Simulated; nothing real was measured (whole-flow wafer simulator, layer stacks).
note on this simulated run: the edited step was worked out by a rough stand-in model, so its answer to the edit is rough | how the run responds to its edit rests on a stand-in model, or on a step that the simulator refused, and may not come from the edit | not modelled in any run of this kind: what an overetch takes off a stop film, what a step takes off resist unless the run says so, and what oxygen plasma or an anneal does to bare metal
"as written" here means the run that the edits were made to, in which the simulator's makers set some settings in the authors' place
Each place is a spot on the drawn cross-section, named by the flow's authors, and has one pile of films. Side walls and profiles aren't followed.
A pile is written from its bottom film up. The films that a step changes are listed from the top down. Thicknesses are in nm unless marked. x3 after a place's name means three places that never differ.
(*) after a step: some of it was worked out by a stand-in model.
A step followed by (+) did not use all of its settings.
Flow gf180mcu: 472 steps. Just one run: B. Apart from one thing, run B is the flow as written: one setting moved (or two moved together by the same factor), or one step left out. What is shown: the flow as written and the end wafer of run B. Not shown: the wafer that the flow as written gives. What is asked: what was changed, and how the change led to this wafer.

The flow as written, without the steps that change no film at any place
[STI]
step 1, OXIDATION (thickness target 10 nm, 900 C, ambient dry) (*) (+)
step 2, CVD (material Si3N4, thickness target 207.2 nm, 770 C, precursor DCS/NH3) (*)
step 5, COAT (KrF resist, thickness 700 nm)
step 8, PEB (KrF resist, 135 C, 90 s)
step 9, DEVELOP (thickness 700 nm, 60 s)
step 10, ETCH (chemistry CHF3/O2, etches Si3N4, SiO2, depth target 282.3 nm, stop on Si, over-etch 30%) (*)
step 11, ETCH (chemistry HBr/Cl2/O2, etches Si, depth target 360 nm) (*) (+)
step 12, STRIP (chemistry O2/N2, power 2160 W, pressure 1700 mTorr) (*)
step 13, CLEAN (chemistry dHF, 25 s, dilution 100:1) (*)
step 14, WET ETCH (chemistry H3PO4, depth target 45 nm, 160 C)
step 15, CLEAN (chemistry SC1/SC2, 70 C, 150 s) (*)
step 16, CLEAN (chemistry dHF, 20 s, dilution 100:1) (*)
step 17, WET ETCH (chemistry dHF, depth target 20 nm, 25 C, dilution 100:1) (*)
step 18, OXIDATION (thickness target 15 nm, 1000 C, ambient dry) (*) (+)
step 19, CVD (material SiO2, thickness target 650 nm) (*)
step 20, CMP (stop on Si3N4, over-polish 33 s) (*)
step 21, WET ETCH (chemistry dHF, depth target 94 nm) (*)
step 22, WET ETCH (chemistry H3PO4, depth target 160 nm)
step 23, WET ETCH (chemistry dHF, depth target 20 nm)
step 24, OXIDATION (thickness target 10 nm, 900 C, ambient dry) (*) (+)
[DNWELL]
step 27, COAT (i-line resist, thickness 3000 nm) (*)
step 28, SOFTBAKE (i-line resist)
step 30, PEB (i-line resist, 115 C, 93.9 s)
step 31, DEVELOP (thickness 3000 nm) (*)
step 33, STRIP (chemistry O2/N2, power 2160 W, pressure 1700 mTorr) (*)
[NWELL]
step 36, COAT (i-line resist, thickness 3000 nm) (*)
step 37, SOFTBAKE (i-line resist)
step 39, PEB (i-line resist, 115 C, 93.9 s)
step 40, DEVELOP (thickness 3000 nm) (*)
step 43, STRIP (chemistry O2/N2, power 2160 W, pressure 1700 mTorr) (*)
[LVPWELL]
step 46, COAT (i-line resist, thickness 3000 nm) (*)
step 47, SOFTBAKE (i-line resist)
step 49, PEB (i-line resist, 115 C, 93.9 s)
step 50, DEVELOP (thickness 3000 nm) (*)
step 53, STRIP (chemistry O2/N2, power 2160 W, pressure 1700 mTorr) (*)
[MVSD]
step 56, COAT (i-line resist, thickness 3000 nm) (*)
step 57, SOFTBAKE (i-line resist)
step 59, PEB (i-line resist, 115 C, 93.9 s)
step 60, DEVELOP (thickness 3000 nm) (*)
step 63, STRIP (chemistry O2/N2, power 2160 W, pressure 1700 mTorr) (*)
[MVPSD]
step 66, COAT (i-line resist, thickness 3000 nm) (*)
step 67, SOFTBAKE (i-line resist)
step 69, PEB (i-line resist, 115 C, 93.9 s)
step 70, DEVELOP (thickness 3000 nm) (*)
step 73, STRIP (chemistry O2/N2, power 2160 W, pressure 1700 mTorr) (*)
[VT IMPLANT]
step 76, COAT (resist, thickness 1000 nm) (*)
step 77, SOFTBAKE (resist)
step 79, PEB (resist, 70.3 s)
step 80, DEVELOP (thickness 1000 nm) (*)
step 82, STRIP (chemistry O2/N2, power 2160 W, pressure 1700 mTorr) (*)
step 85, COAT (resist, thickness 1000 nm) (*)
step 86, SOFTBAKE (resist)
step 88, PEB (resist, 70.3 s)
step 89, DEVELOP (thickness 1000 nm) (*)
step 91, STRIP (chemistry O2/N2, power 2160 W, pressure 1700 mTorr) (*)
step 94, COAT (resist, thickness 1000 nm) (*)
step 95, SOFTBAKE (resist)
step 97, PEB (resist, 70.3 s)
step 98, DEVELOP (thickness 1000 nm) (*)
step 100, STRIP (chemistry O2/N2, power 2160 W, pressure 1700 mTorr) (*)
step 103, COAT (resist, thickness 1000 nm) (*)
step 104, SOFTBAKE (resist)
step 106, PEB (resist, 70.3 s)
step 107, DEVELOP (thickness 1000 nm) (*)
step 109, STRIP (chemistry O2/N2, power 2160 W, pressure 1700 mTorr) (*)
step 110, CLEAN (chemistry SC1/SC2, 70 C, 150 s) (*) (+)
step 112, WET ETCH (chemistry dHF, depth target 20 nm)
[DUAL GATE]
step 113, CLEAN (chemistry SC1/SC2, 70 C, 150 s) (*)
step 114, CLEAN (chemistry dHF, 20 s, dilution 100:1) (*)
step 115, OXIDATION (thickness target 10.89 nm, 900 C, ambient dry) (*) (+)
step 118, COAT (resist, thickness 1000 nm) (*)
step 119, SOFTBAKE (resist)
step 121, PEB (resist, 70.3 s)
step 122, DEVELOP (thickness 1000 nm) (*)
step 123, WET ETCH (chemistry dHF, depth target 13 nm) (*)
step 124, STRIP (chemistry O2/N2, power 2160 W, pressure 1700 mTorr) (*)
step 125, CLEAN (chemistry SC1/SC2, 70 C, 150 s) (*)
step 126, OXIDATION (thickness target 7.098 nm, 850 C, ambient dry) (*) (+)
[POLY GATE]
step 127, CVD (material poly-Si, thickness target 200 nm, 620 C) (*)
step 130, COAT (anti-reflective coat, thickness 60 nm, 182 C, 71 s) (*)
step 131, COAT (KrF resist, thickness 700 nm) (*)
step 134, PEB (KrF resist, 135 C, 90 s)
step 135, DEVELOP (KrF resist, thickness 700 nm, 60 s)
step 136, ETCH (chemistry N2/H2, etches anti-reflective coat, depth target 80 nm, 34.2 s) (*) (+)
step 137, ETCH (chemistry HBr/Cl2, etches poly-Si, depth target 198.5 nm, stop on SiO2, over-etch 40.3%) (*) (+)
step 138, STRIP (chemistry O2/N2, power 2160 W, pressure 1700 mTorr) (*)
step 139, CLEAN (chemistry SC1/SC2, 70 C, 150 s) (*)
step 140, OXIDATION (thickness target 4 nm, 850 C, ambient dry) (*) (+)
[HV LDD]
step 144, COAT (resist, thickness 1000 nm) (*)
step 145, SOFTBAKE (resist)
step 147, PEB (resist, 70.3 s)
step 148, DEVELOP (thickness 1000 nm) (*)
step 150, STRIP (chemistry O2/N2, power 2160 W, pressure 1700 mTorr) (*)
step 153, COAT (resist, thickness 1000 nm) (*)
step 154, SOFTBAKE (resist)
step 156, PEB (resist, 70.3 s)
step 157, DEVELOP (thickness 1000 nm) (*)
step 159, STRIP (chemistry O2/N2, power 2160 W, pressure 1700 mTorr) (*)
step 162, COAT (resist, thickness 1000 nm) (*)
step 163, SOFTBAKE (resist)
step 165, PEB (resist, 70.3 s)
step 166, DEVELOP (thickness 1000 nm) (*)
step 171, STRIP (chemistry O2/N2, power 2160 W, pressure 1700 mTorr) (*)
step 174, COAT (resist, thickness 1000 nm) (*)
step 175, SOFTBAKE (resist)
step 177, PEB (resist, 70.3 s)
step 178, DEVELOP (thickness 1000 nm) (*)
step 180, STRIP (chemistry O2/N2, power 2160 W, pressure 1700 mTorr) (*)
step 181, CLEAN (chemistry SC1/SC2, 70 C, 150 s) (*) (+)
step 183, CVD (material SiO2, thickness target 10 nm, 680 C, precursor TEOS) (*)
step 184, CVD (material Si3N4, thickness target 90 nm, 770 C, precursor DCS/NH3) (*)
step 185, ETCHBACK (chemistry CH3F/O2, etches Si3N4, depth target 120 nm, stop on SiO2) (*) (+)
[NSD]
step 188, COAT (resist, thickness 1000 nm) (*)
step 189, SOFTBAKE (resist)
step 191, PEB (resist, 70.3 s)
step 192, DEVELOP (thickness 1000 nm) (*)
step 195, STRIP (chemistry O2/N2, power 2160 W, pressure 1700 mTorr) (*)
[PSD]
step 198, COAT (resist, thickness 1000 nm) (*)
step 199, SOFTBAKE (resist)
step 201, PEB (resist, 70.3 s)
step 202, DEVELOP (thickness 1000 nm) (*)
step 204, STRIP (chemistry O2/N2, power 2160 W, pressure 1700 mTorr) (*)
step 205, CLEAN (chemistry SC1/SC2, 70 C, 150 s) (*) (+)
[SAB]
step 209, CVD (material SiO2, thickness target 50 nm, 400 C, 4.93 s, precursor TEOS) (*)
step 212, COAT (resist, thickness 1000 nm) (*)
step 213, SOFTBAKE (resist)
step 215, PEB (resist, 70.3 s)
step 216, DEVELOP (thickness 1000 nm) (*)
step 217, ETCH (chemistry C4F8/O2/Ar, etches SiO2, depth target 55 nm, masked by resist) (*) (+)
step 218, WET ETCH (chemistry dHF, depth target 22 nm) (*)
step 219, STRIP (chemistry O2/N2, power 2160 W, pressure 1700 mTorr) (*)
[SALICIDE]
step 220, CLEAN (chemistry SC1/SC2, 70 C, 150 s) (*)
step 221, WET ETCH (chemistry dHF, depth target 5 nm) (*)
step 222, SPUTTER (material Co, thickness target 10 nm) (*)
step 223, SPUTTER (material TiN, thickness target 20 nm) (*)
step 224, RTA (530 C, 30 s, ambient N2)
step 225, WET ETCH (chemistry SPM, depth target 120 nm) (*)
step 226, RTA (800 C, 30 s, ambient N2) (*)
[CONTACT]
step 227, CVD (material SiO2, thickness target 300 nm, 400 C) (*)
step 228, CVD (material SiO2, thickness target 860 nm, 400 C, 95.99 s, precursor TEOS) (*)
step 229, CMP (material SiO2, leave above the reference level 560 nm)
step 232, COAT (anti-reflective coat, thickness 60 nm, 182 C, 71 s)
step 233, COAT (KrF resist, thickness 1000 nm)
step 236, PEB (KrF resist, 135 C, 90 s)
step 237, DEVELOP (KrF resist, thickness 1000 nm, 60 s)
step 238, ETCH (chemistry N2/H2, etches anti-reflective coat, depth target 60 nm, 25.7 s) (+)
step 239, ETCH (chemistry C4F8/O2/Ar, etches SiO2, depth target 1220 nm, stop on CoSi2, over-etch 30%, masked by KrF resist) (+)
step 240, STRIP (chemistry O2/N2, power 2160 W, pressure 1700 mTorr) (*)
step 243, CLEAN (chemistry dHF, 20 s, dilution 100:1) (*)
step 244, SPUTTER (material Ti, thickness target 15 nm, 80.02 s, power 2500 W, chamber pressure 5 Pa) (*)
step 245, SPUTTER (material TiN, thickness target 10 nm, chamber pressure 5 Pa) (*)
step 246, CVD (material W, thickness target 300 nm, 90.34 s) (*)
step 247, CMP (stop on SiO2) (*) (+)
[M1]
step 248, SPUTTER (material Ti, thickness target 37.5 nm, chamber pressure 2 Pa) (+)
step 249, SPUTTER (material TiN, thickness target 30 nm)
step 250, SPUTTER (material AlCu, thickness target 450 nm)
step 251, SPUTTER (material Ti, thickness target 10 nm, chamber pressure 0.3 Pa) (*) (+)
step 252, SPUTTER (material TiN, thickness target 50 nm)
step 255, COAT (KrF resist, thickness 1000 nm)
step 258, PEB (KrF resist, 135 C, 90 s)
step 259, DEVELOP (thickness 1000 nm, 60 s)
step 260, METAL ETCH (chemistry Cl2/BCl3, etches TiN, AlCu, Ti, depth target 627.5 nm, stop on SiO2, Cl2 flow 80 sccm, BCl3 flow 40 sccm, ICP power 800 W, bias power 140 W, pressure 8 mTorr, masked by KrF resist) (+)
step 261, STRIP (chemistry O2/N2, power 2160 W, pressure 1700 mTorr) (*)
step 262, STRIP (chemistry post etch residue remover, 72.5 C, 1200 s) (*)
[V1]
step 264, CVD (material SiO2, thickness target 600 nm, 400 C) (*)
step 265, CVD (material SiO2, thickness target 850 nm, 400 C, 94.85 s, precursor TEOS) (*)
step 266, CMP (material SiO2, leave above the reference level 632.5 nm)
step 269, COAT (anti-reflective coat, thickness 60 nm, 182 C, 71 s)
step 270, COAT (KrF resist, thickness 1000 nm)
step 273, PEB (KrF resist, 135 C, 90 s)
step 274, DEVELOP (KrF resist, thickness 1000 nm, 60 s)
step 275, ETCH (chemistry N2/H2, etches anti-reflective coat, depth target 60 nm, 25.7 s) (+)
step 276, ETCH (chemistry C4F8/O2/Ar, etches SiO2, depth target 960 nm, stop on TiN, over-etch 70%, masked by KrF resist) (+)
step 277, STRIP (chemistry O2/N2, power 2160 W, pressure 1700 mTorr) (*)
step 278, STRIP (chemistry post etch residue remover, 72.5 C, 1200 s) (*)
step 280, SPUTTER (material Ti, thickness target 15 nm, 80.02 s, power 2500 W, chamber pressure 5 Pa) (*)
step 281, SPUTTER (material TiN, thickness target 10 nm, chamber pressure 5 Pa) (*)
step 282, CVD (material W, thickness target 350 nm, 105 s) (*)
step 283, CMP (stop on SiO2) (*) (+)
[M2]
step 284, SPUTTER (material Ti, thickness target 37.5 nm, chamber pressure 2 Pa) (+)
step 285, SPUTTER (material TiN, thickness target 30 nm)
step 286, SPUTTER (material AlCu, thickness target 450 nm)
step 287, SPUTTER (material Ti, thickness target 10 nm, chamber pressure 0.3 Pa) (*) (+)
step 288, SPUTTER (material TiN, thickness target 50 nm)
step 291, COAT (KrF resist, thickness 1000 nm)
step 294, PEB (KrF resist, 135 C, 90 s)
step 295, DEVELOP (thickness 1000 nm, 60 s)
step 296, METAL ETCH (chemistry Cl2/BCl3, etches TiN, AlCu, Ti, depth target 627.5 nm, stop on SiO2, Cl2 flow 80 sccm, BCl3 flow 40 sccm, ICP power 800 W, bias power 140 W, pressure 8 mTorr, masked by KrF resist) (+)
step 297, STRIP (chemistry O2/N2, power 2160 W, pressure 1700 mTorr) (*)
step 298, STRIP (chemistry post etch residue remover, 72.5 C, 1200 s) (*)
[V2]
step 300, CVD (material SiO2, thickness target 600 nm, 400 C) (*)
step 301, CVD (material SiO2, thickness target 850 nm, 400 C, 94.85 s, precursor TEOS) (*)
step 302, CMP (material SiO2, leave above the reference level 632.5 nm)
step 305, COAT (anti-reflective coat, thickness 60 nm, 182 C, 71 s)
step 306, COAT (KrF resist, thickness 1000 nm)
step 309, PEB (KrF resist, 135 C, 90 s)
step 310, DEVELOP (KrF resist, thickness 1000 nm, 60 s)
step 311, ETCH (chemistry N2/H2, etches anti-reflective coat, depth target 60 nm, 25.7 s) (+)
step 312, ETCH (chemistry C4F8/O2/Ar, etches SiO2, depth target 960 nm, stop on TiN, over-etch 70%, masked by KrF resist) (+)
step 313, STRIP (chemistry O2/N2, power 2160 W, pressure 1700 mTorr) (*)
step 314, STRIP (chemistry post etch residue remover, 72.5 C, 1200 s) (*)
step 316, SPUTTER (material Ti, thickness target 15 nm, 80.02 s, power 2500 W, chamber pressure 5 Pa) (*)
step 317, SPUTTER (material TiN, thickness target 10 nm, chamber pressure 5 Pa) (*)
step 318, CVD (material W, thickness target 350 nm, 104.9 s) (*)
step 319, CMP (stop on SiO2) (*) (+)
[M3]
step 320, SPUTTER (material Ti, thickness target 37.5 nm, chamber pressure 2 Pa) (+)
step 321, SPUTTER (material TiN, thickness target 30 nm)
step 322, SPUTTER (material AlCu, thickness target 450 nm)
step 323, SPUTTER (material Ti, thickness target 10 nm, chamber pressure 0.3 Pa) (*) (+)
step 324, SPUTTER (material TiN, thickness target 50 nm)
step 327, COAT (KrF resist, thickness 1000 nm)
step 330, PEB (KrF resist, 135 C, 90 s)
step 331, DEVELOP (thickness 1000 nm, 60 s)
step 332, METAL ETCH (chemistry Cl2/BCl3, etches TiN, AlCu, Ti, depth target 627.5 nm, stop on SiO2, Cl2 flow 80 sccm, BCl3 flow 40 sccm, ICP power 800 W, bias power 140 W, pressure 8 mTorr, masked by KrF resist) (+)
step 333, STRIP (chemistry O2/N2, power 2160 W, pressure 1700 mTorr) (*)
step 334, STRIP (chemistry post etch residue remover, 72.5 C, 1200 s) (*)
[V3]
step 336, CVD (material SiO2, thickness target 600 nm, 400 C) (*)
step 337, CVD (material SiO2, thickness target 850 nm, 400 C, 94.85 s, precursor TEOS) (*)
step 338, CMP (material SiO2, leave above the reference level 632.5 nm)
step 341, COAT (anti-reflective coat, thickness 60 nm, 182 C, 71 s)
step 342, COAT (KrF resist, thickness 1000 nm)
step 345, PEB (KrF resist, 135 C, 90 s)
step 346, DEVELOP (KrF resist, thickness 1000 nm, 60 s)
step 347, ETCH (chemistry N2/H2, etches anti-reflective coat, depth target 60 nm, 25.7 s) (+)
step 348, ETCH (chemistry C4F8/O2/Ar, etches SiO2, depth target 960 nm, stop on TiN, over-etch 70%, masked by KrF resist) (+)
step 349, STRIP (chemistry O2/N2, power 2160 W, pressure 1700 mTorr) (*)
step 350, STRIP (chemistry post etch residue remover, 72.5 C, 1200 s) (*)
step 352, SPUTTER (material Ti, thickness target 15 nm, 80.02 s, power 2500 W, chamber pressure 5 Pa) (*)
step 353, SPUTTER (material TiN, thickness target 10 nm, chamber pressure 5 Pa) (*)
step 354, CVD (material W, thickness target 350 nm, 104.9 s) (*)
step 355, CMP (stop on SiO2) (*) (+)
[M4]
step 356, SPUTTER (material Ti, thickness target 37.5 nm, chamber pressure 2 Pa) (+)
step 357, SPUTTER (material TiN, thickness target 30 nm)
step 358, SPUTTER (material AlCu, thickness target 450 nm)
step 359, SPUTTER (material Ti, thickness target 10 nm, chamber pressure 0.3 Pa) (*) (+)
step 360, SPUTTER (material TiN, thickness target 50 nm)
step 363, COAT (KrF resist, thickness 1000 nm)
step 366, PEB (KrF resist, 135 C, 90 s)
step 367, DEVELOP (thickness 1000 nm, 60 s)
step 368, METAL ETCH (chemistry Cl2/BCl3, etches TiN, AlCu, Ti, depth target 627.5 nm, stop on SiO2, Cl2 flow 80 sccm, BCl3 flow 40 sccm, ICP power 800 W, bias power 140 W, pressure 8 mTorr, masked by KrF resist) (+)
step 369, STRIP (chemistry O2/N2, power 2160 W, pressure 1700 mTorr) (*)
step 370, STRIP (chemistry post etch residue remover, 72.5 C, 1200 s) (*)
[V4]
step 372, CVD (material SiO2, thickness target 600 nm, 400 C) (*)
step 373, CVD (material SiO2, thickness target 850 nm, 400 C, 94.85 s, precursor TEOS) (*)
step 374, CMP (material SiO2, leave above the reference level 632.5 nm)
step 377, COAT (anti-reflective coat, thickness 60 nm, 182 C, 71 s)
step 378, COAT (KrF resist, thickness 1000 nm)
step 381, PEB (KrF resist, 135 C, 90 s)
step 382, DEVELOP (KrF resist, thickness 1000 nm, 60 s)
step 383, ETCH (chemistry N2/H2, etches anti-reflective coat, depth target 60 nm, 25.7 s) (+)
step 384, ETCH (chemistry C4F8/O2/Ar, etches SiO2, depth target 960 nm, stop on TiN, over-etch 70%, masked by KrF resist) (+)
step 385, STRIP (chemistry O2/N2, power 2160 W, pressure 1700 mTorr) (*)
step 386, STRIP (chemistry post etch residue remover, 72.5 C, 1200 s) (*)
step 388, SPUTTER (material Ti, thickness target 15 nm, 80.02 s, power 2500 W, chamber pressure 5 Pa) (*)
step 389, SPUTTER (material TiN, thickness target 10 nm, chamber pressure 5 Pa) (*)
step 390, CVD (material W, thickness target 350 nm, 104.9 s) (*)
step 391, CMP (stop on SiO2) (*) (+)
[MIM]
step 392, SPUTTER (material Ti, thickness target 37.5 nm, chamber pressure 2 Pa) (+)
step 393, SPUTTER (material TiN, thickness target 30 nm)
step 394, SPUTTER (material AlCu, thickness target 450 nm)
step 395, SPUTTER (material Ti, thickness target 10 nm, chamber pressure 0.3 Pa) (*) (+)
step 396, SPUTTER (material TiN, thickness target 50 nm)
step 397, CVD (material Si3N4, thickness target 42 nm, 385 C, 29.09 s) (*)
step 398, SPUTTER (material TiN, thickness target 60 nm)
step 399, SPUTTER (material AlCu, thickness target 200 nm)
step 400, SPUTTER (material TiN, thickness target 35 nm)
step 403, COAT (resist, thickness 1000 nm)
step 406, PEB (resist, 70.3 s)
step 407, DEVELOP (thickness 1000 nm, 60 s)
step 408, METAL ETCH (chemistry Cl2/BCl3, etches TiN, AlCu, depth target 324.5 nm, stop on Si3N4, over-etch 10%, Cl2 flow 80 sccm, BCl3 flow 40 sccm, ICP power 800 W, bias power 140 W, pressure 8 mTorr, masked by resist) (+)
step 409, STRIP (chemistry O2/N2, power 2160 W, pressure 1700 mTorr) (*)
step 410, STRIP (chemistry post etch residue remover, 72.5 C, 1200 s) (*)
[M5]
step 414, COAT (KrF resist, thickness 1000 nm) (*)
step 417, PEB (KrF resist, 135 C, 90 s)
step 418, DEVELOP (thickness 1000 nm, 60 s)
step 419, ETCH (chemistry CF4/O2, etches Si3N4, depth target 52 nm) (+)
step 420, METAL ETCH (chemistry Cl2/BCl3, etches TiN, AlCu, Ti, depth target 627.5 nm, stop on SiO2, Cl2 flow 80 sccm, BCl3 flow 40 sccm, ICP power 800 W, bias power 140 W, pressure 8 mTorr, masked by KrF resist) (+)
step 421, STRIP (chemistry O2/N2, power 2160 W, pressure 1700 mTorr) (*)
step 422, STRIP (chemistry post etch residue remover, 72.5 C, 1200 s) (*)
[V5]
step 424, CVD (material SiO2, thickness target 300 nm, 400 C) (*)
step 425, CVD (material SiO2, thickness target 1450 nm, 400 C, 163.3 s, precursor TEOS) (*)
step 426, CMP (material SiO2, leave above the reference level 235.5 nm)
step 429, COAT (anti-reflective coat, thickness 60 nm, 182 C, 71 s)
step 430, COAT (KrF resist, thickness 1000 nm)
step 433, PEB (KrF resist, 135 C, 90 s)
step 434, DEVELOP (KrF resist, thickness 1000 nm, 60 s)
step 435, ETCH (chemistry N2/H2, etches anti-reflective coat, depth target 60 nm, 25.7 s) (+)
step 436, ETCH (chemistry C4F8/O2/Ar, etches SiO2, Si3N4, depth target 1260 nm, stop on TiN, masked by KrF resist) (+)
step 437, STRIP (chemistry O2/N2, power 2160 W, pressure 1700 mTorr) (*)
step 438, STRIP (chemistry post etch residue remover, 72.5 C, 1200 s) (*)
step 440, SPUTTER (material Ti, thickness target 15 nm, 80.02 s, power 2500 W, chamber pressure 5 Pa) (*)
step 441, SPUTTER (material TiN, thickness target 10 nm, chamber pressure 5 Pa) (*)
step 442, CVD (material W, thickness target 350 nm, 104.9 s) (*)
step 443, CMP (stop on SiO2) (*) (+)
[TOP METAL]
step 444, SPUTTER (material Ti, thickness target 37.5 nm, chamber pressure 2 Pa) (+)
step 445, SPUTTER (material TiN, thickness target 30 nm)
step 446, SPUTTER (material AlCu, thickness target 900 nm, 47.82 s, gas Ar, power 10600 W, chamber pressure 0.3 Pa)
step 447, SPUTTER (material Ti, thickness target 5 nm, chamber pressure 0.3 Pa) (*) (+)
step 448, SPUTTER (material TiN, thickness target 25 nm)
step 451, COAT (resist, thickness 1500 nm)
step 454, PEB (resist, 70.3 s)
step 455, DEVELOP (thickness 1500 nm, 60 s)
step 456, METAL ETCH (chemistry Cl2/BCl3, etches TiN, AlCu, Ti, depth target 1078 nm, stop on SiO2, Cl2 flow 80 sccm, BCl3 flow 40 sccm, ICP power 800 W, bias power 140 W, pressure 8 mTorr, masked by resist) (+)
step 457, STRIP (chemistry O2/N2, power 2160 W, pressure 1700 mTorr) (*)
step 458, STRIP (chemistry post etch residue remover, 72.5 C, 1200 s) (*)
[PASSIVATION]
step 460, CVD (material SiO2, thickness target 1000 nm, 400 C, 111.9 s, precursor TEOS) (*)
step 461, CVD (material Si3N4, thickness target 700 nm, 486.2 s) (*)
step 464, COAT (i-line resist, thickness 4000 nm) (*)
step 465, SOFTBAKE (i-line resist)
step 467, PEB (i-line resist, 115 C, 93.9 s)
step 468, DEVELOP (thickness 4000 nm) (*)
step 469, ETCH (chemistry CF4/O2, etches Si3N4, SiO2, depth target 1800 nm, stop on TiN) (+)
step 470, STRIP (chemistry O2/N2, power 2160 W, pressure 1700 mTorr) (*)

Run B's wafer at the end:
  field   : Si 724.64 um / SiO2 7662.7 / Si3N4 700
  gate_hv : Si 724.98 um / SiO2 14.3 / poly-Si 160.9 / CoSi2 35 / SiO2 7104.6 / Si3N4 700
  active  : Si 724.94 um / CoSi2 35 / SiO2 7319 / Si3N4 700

The reason: step 460, CVD: thickness target 425 nm was run, though the flow has thickness target 1000 nm; step 460, CVD: 47.58 s was run, where the flow has 111.9 s.

The path from the change to this, step by step:
  step 460, CVD (material SiO2, thickness target 1000 nm, 400 C, 111.9 s, precursor TEOS) (*)
      field, field__w1, field__w2 and 103 more: SiO2 gains 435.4 (in the flow as written it would be: SiO2 gains 1000)
      field__w8, contact, m1, m1__w1, pad, m1_nw: SiO2 gains 435.4 (new film) (in the flow as written it would be: SiO2 gains 1000 (new film))
  step 465, SOFTBAKE (i-line resist)
      gate: i-line resist loses 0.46 (in the flow as written it would be: i-line resist gains 1.79)
      ld_acc_p, ld_fp_p, ld_drift_p: i-line resist gains 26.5 (in the flow as written it would be: i-line resist gains 33.8)
      (and at 57 other places as well)
  step 469, ETCH (chemistry CF4/O2, etches Si3N4, SiO2, depth target 1800 nm, stop on TiN) (+)
      field, field__w1, field__w2 and 108 more: i-line resist loses 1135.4 (in the flow as written it would be: i-line resist loses 1200)
      pad: Si3N4 loses 700 (all of it), SiO2 loses 435.4 (all of it) (in the flow as written it would be: Si3N4 loses 700 (all of it), SiO2 loses 1000 (all of it))
  step 470, STRIP (chemistry O2/N2, power 2160 W, pressure 1700 mTorr) (*)
      iso_ptap_pw, iso_ntap_nw, iso_nw_fld and 33 more: i-line resist loses 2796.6 (all of it) (in the flow as written it would be: i-line resist loses 2732.1 (all of it))
      p_well, sti, spacer, sd_n, mim_1p0, dice_street: i-line resist loses 2801.7 (all of it) (in the flow as written it would be: i-line resist loses 2738.3 (all of it))
      (and at 10 other places as well)
